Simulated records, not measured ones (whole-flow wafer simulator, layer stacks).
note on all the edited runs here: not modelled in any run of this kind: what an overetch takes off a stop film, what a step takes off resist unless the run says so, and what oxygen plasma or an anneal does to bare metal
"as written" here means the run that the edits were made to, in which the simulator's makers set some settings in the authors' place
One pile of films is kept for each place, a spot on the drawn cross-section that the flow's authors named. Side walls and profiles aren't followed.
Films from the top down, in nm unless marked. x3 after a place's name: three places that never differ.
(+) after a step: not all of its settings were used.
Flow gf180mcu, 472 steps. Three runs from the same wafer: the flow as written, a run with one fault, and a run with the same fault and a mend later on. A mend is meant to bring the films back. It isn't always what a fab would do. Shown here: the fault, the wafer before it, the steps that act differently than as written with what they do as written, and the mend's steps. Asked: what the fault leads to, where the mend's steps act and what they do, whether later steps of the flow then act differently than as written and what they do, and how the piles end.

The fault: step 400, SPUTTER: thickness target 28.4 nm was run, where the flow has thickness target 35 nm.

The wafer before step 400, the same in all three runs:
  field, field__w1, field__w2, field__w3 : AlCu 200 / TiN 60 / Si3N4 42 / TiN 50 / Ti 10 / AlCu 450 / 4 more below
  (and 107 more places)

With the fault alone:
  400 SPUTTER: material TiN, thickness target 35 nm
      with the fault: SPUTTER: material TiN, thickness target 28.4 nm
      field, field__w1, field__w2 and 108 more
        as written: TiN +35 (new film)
        with the fault: TiN +28.4 (new film)
  Later steps of the flow that act differently than as written (9 more steps differ only slightly, by at most 2% or 0.5 nm, whichever is larger, and aren't shown):
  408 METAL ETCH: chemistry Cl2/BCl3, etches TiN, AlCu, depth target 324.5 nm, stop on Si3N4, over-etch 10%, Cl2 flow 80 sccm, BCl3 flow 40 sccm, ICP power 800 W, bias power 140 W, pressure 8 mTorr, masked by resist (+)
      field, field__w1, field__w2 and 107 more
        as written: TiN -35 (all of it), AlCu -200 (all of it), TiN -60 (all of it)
        with the fault: TiN -28.4 (all of it), AlCu -200 (all of it), TiN -60 (all of it)
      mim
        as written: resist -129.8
        with the fault: resist -126.9
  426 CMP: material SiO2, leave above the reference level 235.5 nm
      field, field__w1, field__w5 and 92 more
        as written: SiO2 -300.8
        with the fault: SiO2 -307.4
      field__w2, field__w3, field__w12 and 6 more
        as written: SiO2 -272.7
        with the fault: SiO2 -279.3
  At the end the piles differ from the flow's by more than 2% or 0.5 nm, whichever is larger, at mim.
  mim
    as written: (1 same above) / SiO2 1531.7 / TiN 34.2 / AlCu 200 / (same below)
    with the fault: (1 same above) / SiO2 1531.7 / TiN 27.6 / AlCu 200 / (same below)

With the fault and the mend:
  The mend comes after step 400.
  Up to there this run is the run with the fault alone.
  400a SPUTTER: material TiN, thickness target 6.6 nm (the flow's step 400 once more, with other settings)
      field, field__w1, field__w2 and 108 more
        TiN +6.6
  No later step of the flow acts differently than as written at any place that is followed.
  At the end the piles are the same as the flow's at every place that both follow.
